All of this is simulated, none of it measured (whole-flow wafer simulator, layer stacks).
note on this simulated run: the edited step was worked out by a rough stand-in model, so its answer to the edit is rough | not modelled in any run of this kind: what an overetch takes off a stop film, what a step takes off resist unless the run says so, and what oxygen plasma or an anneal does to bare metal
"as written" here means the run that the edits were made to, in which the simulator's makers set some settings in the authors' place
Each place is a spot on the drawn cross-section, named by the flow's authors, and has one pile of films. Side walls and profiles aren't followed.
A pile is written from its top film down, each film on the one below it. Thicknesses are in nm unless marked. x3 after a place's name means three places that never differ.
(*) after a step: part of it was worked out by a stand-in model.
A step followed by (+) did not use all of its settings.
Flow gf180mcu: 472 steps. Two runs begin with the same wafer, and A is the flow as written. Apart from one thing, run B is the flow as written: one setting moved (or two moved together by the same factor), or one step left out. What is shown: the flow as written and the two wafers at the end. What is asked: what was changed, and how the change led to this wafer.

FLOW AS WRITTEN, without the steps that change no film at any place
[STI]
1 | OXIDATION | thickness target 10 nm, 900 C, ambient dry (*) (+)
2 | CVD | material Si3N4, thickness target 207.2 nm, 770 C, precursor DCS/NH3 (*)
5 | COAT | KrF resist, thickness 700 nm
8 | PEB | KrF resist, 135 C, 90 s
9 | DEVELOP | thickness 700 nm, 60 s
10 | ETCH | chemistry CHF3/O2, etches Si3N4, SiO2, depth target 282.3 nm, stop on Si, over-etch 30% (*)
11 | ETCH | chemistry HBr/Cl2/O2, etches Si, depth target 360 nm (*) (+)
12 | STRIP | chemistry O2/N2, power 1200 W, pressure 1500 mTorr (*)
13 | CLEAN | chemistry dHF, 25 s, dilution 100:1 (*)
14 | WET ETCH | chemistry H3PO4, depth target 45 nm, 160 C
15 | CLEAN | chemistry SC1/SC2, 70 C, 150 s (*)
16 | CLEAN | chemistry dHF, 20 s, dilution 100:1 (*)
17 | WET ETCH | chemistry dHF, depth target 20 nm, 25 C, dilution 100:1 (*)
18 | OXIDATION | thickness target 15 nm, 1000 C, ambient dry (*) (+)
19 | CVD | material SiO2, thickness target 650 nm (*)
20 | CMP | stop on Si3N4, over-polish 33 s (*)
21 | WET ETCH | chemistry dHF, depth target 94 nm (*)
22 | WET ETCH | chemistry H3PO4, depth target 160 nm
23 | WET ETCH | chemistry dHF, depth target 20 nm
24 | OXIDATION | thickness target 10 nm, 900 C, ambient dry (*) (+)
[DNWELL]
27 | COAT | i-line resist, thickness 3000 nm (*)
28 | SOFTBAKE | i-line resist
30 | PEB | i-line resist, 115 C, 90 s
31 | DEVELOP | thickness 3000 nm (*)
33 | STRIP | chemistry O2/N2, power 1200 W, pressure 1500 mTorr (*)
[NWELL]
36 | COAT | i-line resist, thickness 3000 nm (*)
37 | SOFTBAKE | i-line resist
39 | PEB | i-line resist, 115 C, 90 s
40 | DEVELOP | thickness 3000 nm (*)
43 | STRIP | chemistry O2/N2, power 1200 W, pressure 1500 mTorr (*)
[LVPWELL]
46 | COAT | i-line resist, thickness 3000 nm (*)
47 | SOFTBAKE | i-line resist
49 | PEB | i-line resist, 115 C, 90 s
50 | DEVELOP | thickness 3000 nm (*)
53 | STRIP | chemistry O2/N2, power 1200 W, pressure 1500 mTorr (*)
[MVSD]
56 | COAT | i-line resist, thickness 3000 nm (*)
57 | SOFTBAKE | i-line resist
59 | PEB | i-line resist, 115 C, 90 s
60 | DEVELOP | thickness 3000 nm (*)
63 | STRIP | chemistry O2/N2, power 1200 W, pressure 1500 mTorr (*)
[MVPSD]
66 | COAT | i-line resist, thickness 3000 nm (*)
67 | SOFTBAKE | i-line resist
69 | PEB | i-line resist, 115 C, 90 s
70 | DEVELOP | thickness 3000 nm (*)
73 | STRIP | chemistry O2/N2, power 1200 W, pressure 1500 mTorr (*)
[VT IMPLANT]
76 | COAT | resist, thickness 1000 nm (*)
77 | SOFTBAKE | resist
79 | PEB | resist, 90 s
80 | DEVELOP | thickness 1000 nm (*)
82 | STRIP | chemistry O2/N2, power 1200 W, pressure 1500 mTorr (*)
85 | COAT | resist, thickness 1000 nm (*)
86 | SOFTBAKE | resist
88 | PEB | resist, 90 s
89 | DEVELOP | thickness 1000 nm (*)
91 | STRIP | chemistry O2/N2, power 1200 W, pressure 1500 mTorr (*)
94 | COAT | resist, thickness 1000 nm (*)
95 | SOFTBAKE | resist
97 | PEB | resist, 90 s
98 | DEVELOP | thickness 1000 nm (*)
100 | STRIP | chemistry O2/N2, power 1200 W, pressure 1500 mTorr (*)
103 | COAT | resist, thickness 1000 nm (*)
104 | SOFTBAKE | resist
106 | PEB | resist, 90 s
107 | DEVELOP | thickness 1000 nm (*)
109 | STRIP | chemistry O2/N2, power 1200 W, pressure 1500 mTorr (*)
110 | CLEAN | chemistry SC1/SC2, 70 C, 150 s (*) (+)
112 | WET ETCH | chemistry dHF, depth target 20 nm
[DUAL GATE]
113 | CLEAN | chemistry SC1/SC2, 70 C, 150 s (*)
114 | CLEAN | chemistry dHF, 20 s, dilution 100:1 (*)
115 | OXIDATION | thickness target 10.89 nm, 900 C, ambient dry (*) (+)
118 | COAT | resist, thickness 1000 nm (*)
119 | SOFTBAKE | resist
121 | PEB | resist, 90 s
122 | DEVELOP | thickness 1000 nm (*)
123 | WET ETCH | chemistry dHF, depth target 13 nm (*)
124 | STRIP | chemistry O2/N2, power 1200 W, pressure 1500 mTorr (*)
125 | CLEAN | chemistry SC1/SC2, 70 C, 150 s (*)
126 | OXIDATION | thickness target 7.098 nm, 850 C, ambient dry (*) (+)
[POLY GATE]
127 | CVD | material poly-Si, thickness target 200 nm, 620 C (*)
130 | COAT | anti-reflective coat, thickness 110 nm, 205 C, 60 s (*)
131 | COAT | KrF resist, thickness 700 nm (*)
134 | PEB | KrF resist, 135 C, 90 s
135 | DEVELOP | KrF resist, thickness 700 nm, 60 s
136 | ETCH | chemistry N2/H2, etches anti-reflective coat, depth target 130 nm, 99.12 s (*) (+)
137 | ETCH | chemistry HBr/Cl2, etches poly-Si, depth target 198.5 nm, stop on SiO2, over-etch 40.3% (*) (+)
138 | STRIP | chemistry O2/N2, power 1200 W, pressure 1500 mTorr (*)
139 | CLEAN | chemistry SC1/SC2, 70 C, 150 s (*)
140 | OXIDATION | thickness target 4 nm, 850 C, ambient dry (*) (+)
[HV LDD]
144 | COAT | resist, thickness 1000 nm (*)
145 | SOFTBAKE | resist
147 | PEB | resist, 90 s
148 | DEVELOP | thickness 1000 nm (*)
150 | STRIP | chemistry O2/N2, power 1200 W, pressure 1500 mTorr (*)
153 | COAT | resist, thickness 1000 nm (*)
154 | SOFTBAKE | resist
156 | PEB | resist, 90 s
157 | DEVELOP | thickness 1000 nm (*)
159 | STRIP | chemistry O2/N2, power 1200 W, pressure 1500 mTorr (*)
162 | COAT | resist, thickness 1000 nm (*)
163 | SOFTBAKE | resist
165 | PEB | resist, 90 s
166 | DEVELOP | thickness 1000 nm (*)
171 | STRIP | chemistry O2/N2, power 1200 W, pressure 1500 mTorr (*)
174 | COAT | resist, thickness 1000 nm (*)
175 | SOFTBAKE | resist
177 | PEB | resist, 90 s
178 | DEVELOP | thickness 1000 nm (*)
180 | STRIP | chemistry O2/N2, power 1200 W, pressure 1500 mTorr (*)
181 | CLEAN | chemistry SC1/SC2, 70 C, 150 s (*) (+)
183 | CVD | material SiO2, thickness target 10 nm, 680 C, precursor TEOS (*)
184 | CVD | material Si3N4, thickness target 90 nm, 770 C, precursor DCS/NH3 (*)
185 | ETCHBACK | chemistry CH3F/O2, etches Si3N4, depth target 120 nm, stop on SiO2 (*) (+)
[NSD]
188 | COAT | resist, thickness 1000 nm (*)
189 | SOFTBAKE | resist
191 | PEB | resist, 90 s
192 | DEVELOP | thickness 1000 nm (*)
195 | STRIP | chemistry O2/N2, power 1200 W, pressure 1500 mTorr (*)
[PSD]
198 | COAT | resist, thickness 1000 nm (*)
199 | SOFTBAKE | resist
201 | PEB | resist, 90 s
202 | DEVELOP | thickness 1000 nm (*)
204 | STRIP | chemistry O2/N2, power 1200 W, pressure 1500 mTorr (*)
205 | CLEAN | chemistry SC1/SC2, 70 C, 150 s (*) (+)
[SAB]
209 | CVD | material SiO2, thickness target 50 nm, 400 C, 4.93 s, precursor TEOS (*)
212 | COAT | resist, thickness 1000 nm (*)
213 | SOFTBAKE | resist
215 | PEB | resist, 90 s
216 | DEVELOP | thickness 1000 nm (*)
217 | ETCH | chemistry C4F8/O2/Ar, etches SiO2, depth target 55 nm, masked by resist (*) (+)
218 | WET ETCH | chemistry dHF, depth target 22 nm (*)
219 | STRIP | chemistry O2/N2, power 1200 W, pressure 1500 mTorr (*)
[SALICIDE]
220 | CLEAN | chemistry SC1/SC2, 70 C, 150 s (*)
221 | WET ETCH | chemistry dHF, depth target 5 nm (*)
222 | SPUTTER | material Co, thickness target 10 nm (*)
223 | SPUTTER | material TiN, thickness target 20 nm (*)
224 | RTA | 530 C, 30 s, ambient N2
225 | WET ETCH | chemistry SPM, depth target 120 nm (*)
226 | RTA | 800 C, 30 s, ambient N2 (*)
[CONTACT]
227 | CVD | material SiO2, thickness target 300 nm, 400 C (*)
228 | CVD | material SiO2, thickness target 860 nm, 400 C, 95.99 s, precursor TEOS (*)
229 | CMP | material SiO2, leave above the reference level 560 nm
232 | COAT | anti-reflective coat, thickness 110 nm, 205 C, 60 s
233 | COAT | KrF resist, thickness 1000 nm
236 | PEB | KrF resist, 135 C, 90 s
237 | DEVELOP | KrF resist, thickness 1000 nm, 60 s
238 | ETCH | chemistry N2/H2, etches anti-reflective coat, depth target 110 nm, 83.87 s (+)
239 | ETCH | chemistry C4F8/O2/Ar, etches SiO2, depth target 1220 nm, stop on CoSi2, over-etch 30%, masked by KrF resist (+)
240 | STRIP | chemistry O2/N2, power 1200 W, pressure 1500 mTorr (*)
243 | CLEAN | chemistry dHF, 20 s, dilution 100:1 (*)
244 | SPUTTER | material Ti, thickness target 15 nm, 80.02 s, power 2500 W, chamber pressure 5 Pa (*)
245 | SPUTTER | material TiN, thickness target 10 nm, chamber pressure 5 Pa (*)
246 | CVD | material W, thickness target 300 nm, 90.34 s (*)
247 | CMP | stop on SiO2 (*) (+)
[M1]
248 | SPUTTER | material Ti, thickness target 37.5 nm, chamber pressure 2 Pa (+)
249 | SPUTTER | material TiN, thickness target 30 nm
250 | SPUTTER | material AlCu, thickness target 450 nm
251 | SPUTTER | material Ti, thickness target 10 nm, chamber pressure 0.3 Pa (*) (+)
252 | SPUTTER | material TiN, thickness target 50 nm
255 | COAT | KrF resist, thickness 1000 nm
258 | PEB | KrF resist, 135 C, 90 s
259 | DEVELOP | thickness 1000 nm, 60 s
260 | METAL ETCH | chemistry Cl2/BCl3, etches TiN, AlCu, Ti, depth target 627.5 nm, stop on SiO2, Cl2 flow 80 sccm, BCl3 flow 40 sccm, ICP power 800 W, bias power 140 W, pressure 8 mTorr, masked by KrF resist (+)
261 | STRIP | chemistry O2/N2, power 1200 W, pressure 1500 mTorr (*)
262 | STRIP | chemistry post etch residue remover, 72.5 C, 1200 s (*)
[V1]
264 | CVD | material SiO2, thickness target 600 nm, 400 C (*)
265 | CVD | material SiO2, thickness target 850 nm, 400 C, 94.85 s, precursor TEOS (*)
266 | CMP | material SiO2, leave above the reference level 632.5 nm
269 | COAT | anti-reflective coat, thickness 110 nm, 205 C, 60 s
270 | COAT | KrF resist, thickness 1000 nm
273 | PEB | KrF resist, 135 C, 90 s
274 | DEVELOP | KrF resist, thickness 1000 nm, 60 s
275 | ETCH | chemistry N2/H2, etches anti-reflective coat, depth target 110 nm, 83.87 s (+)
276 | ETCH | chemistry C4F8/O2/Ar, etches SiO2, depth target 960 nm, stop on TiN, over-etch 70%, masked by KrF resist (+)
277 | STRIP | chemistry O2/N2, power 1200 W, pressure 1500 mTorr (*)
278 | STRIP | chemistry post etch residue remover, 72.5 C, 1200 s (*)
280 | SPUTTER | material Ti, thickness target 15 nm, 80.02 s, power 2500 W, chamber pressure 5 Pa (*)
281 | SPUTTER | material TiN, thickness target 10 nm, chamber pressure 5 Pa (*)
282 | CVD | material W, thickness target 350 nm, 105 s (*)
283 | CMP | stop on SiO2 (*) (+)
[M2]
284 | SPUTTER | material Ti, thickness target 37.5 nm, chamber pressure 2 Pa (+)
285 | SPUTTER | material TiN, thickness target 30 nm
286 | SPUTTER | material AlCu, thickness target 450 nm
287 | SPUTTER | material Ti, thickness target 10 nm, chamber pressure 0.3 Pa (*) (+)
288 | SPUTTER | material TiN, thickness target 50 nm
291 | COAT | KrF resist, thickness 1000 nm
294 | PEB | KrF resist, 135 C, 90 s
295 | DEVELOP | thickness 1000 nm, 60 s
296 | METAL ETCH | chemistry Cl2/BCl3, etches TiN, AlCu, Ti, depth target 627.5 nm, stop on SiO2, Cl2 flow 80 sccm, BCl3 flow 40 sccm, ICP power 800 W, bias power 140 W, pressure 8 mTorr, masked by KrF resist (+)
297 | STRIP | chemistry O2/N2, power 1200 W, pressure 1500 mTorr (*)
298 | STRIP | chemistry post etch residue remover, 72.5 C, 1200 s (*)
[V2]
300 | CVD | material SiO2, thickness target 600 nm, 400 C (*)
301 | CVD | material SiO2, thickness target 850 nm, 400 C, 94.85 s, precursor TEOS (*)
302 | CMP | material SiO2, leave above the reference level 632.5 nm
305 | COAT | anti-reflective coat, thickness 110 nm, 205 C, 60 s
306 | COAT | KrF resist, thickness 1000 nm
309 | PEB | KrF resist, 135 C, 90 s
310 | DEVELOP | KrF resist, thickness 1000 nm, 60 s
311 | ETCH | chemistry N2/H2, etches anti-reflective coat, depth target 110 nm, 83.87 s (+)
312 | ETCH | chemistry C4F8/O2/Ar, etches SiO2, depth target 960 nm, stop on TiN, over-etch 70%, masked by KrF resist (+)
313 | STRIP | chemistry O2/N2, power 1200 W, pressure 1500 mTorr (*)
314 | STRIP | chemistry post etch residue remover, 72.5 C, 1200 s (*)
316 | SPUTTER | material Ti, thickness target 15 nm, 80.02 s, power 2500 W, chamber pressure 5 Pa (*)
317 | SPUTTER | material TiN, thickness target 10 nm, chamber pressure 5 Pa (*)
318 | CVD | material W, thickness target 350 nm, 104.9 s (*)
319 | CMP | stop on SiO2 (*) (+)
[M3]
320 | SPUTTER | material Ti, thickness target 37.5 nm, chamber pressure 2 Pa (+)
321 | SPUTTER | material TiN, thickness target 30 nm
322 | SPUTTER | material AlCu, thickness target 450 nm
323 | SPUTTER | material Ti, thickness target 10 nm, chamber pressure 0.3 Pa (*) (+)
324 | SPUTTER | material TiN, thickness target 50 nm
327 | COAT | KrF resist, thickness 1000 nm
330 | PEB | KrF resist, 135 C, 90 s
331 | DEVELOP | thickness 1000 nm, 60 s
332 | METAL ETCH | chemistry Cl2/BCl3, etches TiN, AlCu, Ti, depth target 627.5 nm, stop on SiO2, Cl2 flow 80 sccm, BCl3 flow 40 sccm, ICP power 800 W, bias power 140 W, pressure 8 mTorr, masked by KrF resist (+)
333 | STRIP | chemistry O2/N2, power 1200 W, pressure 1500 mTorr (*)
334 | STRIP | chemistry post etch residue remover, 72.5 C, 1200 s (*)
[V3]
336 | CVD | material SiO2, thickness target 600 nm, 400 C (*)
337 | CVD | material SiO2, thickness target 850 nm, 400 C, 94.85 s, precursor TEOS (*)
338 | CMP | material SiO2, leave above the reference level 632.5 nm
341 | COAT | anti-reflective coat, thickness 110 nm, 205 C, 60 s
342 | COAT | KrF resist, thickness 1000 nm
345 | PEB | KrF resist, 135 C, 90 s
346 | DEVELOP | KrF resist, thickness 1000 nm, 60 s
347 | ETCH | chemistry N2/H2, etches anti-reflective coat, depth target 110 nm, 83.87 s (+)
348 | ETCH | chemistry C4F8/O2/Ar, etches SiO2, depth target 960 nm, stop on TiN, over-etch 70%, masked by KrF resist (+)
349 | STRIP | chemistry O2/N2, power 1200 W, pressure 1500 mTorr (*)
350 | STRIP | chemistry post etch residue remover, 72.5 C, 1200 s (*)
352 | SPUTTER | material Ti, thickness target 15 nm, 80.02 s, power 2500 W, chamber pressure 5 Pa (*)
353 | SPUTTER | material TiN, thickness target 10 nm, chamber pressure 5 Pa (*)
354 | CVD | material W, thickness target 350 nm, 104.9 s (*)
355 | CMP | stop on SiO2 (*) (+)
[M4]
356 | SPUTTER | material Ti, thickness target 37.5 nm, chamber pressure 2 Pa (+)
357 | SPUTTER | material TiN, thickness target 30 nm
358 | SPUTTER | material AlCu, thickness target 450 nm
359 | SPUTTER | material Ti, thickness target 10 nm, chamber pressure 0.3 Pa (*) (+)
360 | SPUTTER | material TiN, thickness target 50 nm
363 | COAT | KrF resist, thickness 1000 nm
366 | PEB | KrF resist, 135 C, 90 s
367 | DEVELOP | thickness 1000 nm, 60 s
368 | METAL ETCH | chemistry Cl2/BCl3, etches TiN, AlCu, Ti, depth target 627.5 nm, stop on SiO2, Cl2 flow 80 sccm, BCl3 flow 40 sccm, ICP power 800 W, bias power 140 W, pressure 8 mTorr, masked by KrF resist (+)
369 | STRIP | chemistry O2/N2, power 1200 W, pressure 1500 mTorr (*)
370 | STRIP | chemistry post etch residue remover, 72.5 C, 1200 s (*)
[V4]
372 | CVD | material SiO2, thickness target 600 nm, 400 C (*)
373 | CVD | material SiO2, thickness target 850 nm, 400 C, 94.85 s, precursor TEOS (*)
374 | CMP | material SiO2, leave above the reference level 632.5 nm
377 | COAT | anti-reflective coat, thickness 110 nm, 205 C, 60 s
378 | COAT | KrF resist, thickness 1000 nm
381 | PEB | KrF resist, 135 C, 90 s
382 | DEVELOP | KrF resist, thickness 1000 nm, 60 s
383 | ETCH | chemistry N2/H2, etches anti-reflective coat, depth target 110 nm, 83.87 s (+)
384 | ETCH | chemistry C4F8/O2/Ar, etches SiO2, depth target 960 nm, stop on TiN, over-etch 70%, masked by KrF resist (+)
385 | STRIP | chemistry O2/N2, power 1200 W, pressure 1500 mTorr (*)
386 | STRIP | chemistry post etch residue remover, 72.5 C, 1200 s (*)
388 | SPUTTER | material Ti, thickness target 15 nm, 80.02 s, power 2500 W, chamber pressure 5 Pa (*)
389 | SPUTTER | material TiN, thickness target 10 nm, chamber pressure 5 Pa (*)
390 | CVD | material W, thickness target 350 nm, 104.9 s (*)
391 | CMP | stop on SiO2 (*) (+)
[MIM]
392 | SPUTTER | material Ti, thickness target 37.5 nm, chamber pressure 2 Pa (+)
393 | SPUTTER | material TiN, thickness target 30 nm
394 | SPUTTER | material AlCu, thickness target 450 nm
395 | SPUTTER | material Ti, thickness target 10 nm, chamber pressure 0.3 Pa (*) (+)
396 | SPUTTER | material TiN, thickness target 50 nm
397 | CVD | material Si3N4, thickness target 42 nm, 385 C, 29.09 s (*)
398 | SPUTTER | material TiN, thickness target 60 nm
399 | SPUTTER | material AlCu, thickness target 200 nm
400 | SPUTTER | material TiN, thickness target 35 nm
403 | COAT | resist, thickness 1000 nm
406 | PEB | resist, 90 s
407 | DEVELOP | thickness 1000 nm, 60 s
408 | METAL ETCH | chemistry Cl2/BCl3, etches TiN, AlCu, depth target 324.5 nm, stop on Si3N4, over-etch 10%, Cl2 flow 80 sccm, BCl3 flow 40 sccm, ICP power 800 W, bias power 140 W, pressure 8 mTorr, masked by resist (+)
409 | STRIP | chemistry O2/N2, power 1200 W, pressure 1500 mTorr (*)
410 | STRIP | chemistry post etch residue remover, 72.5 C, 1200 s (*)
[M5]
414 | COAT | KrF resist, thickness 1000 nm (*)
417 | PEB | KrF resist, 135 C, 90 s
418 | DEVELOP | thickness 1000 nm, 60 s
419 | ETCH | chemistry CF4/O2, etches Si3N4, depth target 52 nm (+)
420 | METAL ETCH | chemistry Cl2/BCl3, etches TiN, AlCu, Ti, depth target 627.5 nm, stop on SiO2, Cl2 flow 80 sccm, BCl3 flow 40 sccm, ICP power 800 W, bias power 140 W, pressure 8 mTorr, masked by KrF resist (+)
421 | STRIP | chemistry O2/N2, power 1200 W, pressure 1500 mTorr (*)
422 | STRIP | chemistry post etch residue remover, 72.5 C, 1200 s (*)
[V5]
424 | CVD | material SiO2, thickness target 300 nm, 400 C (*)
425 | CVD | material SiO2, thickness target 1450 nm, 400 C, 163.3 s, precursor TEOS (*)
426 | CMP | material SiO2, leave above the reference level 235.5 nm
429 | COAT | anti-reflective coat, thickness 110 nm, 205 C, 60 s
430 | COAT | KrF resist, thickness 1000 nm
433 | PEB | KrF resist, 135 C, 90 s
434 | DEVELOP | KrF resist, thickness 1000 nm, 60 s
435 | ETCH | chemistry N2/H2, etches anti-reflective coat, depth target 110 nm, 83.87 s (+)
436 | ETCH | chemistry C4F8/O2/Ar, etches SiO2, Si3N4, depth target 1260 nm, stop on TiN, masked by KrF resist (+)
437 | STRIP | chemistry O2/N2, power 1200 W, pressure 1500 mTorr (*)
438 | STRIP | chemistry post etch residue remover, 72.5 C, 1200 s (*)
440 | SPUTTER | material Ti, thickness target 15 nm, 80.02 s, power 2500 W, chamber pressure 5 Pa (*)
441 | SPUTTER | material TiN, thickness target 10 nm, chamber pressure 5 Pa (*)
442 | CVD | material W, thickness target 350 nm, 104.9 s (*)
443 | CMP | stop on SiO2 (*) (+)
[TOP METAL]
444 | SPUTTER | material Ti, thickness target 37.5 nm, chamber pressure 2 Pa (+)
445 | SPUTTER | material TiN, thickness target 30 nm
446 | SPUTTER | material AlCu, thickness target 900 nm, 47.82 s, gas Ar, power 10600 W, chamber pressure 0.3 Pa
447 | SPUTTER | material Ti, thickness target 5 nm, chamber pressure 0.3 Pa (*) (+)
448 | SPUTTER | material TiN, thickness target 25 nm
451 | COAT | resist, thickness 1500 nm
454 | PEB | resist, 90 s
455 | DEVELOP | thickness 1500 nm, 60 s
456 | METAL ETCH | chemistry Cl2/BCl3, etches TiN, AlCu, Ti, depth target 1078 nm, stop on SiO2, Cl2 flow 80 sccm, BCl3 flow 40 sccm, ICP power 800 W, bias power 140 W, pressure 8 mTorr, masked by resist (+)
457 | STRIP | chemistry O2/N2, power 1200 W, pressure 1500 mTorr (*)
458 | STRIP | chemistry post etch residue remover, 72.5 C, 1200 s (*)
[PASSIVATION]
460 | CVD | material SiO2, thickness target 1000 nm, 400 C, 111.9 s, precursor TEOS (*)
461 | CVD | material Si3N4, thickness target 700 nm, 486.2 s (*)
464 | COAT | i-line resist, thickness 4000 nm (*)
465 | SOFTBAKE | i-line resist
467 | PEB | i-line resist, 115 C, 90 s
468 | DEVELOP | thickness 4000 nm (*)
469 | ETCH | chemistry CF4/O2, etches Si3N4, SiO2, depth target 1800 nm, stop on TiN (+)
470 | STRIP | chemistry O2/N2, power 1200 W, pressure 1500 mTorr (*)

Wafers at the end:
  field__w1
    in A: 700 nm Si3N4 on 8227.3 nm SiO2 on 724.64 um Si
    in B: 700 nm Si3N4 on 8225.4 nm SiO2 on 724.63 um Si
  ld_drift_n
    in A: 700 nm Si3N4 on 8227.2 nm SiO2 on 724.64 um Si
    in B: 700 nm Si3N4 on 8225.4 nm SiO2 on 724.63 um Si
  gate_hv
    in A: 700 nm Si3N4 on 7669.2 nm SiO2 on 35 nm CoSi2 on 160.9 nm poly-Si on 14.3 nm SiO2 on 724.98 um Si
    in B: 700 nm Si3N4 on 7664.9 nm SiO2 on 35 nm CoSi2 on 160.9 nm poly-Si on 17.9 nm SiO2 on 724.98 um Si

Cause: step 126, OXIDATION: 907 C was run, while the flow as written has 850 C.

How this came from the change, step by step:
  126 | OXIDATION | thickness target 7.098 nm, 850 C, ambient dry (*) (+)
      gate_hv, active_hv, active_nat and 25 more: A SiO2 gains 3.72, Si loses 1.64 | B SiO2 gains 7.32, Si loses 3.22
      ld_fp_n, ld_drift_n, ld_fp_p and 13 more: A SiO2 gains 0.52, Si loses 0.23 | B SiO2 gains 1.46, Si loses 0.64
      (and at 48 other places as well)
  189 | SOFTBAKE | resist
      nw_enc_fld_lv__w3: A resist gains 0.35 | B resist loses 0.51
      active_nat: A resist gains 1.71 | B resist gains 2.72
  199 | SOFTBAKE | resist
      nw_enc_fld_lv__w3: A resist gains 0.35 | B resist loses 0.51
      active_nat: A resist gains 1.71 | B resist gains 2.72
  218 | WET ETCH | chemistry dHF, depth target 22 nm (*)
      active, p_well, sd_n, iso_ptap_pw, iso_ntap_nw, iso_ptap_sub, vpnp_e: A SiO2 loses 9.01 (all of it) | B SiO2 loses 14.1 (all of it)
      ldn_tap, ldn_src, ldn_drn, ldp_tap, ldp_src, ldp_drn, ldp_gr: A SiO2 loses 16 (all of it) | B SiO2 loses 19.6 (all of it)
      (and at 9 other places as well)
